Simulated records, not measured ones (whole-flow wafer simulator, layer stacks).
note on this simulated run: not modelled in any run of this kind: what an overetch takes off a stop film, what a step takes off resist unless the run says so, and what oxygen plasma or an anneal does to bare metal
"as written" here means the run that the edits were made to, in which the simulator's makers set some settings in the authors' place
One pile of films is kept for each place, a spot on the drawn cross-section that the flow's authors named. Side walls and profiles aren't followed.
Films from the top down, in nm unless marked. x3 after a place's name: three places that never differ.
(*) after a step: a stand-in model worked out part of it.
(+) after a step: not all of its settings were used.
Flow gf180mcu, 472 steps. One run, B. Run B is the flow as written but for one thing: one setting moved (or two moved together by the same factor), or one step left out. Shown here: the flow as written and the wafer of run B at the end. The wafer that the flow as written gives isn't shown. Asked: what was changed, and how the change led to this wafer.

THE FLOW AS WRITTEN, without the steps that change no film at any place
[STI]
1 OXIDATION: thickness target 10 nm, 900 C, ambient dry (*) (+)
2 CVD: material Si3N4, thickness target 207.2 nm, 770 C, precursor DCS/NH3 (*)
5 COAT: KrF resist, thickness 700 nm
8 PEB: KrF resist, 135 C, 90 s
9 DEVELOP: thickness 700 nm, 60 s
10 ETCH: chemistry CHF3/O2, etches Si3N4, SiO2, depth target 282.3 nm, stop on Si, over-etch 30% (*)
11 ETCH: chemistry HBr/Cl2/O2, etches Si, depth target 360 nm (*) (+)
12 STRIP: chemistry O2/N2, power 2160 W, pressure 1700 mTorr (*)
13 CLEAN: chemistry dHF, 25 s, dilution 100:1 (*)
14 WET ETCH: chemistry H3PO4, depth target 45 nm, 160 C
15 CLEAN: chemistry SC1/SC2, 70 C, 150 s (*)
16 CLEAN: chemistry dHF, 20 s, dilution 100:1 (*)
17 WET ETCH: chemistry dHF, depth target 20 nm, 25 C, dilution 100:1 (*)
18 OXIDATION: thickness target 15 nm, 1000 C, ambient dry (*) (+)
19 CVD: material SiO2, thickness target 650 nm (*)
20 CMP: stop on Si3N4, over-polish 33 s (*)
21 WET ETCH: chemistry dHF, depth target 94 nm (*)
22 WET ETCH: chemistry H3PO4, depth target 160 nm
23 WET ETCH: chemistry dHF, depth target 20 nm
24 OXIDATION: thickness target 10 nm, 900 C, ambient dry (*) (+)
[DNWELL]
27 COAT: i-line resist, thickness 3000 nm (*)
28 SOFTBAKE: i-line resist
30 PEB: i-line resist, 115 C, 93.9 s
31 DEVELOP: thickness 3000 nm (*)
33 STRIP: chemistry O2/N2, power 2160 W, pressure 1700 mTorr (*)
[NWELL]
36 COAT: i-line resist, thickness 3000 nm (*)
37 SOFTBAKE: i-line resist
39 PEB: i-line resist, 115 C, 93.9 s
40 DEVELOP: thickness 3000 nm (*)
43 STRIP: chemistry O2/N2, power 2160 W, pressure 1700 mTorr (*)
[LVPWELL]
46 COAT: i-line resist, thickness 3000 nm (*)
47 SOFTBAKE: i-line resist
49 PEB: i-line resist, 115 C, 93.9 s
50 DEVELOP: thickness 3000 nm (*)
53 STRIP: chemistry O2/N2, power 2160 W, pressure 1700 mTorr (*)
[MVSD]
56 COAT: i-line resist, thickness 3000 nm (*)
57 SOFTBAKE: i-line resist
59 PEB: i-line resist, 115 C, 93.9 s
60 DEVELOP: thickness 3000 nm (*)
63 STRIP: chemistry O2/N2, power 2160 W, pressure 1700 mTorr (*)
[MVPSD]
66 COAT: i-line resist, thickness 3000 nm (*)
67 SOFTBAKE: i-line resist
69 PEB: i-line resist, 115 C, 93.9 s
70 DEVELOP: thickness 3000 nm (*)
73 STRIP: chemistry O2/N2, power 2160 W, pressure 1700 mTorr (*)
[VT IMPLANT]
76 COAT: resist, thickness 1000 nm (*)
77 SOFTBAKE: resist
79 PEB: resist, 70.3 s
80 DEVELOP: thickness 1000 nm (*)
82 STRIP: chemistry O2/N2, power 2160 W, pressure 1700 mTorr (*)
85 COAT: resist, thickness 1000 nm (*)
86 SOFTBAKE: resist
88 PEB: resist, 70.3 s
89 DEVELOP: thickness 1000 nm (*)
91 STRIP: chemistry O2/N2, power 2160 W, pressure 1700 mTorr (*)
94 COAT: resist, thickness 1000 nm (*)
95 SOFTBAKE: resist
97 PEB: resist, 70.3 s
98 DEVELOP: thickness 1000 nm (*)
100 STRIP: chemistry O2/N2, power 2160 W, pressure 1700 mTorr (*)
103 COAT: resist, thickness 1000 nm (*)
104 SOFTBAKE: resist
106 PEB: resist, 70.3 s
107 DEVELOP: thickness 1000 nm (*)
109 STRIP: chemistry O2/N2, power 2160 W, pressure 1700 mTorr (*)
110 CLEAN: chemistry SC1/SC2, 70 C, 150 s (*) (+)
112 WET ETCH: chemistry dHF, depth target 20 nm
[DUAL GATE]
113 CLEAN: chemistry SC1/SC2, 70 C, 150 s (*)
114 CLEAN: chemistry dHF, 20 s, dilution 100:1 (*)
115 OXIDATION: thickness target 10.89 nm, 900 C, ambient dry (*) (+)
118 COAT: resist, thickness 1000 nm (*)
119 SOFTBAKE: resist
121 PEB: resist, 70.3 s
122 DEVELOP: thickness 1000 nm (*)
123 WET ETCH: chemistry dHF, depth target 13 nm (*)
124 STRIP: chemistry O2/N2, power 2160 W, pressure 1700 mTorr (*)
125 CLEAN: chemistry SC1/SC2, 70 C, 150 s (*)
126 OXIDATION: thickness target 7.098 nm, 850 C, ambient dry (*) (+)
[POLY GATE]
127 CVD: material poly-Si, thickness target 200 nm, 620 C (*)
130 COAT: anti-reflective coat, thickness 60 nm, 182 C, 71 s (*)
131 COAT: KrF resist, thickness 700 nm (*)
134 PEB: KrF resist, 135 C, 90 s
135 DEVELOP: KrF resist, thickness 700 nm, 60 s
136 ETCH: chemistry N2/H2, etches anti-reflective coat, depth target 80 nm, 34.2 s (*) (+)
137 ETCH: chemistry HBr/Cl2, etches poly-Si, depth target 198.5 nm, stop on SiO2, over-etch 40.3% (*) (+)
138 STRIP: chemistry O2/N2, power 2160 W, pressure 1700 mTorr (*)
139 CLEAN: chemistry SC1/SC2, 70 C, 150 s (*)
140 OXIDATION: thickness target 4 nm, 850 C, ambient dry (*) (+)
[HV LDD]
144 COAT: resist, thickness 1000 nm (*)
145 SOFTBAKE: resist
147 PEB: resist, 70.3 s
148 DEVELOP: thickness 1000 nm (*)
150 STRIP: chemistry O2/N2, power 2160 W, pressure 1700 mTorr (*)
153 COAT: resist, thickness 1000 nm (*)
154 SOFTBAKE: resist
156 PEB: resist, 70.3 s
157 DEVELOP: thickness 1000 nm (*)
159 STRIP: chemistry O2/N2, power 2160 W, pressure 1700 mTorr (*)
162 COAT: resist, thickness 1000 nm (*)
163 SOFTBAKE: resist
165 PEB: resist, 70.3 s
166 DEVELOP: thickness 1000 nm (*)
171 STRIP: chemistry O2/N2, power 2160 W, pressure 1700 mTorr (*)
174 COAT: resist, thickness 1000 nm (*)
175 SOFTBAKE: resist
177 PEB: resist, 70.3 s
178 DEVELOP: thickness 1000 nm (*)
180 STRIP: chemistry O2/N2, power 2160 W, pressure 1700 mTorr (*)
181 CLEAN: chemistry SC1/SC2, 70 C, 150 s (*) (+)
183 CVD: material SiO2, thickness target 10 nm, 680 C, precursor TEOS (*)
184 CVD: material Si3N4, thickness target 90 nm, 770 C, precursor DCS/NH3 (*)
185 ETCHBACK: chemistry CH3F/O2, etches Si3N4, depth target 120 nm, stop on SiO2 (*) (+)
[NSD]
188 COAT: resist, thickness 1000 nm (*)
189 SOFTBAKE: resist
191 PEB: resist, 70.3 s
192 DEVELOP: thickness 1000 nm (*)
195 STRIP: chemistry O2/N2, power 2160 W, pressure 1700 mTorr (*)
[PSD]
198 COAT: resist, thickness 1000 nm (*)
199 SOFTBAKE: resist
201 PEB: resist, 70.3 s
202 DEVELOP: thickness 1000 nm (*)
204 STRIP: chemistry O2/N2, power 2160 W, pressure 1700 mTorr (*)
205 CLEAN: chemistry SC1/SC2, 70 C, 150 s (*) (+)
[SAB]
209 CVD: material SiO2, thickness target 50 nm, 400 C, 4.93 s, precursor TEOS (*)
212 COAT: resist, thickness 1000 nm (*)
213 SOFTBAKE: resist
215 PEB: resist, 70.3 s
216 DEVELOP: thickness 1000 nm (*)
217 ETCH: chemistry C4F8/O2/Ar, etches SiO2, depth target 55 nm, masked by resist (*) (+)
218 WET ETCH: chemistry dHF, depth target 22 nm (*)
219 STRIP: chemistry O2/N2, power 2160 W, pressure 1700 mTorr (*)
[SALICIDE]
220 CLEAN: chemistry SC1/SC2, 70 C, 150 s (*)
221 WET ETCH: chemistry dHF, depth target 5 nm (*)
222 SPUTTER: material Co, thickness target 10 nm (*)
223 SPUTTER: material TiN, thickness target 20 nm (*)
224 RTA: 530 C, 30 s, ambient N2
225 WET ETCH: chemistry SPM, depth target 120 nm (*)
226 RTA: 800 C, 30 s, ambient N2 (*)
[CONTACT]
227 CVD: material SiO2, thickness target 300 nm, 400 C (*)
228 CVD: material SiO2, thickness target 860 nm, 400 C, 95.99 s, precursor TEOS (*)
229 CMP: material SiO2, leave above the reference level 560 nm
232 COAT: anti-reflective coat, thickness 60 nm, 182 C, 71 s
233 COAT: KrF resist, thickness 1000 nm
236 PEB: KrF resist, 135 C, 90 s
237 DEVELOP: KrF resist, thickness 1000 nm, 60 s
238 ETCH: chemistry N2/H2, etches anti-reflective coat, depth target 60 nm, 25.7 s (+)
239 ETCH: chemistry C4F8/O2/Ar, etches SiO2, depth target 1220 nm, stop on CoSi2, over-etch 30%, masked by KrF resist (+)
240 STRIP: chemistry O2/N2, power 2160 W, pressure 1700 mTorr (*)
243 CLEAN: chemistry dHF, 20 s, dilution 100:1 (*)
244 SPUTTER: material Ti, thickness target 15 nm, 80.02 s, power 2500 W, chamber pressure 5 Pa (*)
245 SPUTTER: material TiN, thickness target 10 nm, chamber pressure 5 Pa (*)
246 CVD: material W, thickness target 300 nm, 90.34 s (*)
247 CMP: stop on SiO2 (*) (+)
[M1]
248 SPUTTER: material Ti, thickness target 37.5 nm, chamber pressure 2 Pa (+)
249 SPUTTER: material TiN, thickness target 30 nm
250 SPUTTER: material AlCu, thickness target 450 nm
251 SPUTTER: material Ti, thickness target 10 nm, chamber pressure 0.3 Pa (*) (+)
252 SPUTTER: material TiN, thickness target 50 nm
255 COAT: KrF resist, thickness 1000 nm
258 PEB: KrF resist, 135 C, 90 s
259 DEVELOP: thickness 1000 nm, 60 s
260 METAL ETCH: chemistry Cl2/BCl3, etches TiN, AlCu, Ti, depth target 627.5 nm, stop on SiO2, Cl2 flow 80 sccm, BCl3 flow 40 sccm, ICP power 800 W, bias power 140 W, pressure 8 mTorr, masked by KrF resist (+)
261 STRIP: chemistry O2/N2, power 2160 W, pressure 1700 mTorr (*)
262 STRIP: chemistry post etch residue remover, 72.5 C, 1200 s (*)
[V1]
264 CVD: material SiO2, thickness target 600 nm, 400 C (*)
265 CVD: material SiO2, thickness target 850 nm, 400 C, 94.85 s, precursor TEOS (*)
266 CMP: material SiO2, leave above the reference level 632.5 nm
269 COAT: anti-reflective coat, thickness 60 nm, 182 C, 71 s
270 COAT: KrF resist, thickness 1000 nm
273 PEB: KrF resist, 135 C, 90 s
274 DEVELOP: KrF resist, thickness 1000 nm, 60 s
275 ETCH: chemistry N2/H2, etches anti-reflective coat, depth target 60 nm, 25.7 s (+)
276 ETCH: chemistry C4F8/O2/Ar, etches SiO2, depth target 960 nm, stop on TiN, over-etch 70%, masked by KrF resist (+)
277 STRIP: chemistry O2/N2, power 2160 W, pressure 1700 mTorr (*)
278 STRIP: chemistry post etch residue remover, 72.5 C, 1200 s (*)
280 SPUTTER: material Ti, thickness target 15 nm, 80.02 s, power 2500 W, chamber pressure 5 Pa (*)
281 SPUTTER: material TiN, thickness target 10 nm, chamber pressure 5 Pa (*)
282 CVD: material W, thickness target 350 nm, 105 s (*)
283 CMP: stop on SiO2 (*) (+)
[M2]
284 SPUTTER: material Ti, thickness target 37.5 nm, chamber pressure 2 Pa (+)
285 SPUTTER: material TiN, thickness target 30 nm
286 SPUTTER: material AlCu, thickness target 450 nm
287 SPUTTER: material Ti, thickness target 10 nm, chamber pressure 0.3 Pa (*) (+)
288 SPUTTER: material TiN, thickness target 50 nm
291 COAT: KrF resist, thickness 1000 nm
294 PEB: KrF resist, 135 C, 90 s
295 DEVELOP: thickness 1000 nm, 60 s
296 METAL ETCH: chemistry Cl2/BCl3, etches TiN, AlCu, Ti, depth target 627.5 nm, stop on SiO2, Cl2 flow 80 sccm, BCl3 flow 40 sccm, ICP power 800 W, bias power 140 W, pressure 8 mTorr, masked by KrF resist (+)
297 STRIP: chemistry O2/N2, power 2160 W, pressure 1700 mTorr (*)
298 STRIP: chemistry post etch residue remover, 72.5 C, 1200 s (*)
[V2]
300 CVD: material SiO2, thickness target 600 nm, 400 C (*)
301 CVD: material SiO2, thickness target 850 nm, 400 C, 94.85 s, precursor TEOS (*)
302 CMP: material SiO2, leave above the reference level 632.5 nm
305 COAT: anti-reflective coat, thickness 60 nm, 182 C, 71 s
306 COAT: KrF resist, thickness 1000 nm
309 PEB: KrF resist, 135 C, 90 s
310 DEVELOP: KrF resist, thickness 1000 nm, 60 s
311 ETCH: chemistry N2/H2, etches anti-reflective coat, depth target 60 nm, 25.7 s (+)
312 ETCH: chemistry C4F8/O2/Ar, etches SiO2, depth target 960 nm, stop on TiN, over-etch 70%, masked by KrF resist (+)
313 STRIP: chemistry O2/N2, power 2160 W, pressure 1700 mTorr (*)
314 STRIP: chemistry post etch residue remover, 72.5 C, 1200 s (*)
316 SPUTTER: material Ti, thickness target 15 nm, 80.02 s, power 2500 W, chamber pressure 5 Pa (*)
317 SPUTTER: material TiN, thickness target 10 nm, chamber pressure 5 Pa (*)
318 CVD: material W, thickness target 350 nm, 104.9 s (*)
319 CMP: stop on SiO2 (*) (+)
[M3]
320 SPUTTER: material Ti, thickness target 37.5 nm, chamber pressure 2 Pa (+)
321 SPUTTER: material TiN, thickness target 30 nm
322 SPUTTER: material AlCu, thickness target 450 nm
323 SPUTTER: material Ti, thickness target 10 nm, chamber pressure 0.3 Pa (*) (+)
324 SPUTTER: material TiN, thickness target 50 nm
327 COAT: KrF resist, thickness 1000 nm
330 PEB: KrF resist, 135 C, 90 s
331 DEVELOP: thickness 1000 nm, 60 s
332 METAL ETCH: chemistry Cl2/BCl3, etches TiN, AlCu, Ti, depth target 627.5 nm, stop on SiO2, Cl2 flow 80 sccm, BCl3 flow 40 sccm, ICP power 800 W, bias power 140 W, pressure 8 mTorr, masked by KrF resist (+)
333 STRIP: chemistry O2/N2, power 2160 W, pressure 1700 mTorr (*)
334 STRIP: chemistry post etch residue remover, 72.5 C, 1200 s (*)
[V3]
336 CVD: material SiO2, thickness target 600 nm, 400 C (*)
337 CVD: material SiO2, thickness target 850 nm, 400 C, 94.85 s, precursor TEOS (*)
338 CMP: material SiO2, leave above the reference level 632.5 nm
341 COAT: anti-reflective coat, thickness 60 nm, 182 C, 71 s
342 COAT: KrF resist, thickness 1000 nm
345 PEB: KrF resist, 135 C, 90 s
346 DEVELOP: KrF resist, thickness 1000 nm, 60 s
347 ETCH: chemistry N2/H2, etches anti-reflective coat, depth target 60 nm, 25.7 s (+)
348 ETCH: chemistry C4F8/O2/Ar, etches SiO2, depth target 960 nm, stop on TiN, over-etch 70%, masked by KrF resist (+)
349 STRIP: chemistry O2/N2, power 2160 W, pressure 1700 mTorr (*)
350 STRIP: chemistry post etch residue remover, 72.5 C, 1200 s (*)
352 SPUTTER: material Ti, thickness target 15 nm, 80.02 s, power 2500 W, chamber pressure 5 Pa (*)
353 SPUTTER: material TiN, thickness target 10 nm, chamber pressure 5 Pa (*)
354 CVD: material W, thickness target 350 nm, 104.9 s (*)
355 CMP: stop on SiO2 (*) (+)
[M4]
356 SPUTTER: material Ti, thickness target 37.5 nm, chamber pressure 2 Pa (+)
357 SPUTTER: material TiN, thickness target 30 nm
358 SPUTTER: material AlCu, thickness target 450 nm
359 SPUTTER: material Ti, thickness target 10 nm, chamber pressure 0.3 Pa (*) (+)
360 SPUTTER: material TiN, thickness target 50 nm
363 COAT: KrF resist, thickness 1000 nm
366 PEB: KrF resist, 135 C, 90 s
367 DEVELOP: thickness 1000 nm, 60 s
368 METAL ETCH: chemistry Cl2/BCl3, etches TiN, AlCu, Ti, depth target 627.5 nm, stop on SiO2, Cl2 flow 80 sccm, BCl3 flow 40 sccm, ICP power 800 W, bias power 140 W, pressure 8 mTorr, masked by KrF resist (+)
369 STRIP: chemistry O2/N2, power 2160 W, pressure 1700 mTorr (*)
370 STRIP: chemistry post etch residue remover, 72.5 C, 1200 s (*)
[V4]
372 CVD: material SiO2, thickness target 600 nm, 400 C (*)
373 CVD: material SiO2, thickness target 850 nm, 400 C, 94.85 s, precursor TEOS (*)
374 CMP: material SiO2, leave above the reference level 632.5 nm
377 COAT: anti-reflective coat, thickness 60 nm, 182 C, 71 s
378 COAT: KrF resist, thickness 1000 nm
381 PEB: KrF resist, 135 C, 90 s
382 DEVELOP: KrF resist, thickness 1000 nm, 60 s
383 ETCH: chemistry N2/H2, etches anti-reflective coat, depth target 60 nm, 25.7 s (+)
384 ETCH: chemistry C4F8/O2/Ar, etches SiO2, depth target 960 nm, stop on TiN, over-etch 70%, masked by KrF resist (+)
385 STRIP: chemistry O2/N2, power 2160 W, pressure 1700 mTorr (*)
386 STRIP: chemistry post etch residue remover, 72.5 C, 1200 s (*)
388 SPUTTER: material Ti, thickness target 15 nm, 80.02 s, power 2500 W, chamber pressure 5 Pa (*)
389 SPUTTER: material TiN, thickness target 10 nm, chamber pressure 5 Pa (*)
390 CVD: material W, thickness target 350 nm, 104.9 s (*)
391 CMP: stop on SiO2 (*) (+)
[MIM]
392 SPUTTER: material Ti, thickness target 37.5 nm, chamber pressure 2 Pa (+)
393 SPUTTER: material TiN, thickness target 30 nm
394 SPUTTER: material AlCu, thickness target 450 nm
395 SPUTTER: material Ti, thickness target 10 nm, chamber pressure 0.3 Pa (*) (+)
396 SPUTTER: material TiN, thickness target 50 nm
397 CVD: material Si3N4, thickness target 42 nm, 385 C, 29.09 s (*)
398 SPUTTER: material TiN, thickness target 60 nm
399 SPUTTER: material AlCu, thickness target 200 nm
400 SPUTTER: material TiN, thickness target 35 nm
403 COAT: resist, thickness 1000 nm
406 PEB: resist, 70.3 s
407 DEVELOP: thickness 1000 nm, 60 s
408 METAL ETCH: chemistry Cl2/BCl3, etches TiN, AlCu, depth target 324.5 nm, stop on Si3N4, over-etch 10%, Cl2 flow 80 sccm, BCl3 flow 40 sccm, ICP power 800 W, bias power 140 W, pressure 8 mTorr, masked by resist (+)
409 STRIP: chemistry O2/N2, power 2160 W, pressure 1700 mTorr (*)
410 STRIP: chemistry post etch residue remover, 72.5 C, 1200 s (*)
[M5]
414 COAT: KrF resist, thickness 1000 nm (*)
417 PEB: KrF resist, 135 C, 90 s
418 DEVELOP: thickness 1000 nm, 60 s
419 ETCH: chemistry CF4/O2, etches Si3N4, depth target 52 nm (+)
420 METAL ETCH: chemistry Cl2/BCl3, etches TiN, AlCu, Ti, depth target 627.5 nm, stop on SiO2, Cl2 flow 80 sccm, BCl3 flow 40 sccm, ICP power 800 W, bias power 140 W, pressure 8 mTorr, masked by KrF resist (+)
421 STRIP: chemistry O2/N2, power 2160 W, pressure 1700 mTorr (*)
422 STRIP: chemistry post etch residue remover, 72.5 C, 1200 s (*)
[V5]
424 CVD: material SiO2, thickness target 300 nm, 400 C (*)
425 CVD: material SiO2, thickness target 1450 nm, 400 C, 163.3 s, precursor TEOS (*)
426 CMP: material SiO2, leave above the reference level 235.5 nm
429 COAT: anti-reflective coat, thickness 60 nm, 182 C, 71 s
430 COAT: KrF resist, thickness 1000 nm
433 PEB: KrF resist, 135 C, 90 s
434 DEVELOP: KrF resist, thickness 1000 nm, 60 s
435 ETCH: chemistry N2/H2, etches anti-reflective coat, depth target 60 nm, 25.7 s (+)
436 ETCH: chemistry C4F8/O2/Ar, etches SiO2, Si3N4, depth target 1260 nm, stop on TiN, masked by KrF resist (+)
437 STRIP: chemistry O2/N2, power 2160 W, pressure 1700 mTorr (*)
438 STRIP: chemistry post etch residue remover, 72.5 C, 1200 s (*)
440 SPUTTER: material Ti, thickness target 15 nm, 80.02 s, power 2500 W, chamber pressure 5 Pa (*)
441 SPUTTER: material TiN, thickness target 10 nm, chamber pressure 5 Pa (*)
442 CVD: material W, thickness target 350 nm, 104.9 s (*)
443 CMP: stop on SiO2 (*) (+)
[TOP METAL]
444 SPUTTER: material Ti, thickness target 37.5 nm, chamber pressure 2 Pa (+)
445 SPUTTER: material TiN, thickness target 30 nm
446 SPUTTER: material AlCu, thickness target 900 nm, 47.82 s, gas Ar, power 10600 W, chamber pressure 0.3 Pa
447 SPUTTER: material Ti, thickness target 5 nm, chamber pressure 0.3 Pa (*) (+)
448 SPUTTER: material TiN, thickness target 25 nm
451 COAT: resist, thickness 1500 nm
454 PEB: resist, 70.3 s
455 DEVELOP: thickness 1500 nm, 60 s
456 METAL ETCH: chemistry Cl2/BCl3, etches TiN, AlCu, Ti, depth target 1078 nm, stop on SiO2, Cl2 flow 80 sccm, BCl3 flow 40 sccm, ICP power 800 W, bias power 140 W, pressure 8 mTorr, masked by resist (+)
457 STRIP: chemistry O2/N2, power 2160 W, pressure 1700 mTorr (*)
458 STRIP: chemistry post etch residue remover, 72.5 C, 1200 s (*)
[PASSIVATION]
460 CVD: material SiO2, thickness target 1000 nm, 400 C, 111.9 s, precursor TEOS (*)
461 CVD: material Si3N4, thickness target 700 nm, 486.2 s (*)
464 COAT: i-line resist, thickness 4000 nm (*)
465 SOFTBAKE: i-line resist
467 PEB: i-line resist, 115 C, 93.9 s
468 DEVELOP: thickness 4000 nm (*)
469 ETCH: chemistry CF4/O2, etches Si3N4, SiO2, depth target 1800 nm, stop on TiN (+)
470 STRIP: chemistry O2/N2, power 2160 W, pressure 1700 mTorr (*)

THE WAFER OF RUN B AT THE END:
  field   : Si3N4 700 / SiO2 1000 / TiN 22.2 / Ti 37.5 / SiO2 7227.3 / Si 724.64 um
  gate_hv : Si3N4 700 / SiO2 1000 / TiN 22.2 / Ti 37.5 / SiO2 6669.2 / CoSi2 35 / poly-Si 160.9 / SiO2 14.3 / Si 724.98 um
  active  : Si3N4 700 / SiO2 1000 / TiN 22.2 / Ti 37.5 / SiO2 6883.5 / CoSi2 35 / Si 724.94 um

The cause: step 456, METAL ETCH: depth target 937.4 nm was run, where the flow has depth target 1078 nm.

How the change led to this, step by step:
  456 METAL ETCH: chemistry Cl2/BCl3, etches TiN, AlCu, Ti, depth target 1078 nm, stop on SiO2, Cl2 flow 80 sccm, BCl3 flow 40 sccm, ICP power 800 W, bias power 140 W, pressure 8 mTorr, masked by resist (+)
      field, field__w1, field__w2 and 103 more: TiN -25 (all of it), Ti -5 (all of it), AlCu -900 (all of it), TiN -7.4 (as written it would be: TiN -25 (all of it), Ti -5 (all of it), AlCu -900 (all of it), TiN -30 (all of it), Ti -37.5 (all of it))
      field__w8, contact, m1, m1__w1, pad, m1_nw: resist -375 (as written it would be: resist -431)
  457 STRIP: chemistry O2/N2, power 2160 W, pressure 1700 mTorr (*)
      field__w8, contact, m1, m1__w1, pad, m1_nw: resist -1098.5 (all of it) (as written it would be: resist -1042.5 (all of it))
  460 CVD: material SiO2, thickness target 1000 nm, 400 C, 111.9 s, precursor TEOS (*)
      field, field__w1, field__w2 and 103 more: SiO2 +1000 (new film) (as written it would be: SiO2 +1000)
  465 SOFTBAKE: i-line resist
      field__w11, field__w13: i-line resist +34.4 (as written it would be: i-line resist +37.6)
      ld_acc_p, ld_fp_p: i-line resist +30.9 (as written it would be: i-line resist +33.8)
      (and at 65 more places)
  467 PEB: i-line resist, 115 C, 93.9 s
      pad: i-line resist -50 (as written it would be: i-line resist -48.9)
  470 STRIP: chemistry O2/N2, power 2160 W, pressure 1700 mTorr (*)
      field__w8, m1__w1: i-line resist -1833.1 (all of it) (as written it would be: i-line resist -1775.9 (all of it))
      contact: i-line resist -1853.4 (all of it) (as written it would be: i-line resist -1798.3 (all of it))
      (and at 2 more places)
Counting metal films that touch as one body, field has 1 body; the flow as written gives 0 bodies.
Counting metal films that touch as one body, gate_hv has 2 bodies (between them, from the top down: SiO2 6669.2); the flow as written gives 1 body.
Counting metal films that touch as one body, active has 2 bodies (between them, from the top down: SiO2 6883.5); the flow as written gives 1 body.
